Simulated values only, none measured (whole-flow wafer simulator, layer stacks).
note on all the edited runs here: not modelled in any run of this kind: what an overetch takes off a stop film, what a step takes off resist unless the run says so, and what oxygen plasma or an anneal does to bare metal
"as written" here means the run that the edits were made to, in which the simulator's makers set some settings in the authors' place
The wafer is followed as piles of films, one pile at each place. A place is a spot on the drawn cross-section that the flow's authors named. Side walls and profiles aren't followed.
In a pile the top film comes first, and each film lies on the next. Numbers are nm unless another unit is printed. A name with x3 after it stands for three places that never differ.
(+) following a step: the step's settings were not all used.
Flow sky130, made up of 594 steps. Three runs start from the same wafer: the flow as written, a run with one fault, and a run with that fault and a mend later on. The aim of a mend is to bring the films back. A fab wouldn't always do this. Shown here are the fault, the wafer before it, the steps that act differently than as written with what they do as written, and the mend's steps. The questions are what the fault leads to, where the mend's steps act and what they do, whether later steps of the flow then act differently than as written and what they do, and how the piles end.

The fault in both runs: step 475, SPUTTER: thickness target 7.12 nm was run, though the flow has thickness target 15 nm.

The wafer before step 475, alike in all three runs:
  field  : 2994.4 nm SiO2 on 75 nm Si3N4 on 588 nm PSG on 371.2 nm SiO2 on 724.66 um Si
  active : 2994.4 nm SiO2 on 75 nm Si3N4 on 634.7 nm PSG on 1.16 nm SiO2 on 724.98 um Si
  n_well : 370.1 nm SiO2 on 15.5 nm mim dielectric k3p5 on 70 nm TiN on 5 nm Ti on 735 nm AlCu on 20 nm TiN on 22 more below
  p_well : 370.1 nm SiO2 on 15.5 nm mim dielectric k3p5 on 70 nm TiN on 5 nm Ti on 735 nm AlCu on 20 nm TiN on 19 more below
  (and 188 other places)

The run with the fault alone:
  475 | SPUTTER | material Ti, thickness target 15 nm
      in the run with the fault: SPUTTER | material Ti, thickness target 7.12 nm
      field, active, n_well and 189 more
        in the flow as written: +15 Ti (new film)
        in the run with the fault: +7.12 Ti (new film)
  Steps further on in the flow that do not act as written (5 more steps, not shown, differ only slightly: by at most 2% or 0.5 nm, whichever is larger):
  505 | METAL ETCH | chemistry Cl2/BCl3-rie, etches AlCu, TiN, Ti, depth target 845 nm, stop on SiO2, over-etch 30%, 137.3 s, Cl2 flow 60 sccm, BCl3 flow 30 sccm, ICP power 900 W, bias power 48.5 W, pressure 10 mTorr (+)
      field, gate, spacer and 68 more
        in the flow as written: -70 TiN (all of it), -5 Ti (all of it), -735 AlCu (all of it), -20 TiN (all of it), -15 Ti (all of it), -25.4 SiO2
        in the run with the fault: -70 TiN (all of it), -5 Ti (all of it), -735 AlCu (all of it), -20 TiN (all of it), -7.12 Ti (all of it), -26.1 SiO2
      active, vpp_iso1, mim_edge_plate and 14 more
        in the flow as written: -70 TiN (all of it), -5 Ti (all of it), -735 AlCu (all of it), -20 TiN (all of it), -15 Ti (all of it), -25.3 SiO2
        in the run with the fault: -70 TiN (all of it), -5 Ti (all of it), -735 AlCu (all of it), -20 TiN (all of it), -7.12 Ti (all of it), -26.1 SiO2
  The piles end different from the flow's at n_well, p_well, gate_hv and 102 more by more than 2% or 0.5 nm, whichever is larger.
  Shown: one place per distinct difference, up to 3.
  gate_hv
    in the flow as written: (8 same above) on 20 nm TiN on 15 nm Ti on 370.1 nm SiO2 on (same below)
    in the run with the fault: (8 same above) on 20 nm TiN on 7.12 nm Ti on 370.1 nm SiO2 on (same below)
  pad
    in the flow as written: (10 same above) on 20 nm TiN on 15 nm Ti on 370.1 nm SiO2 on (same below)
    in the run with the fault: (10 same above) on 20 nm TiN on 7.12 nm Ti on 370.1 nm SiO2 on (same below)
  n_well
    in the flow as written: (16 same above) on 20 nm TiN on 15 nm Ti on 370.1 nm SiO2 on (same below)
    in the run with the fault: (16 same above) on 20 nm TiN on 7.12 nm Ti on 370.1 nm SiO2 on (same below)

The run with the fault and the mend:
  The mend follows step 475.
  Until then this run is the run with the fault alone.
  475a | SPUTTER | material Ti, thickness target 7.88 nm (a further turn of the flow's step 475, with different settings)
      field, active, n_well and 189 more
        +7.88 Ti
  Every later step of the flow that is run acts as written at every place that is followed.
  At every place that both follow, the piles at the end match the flow's.
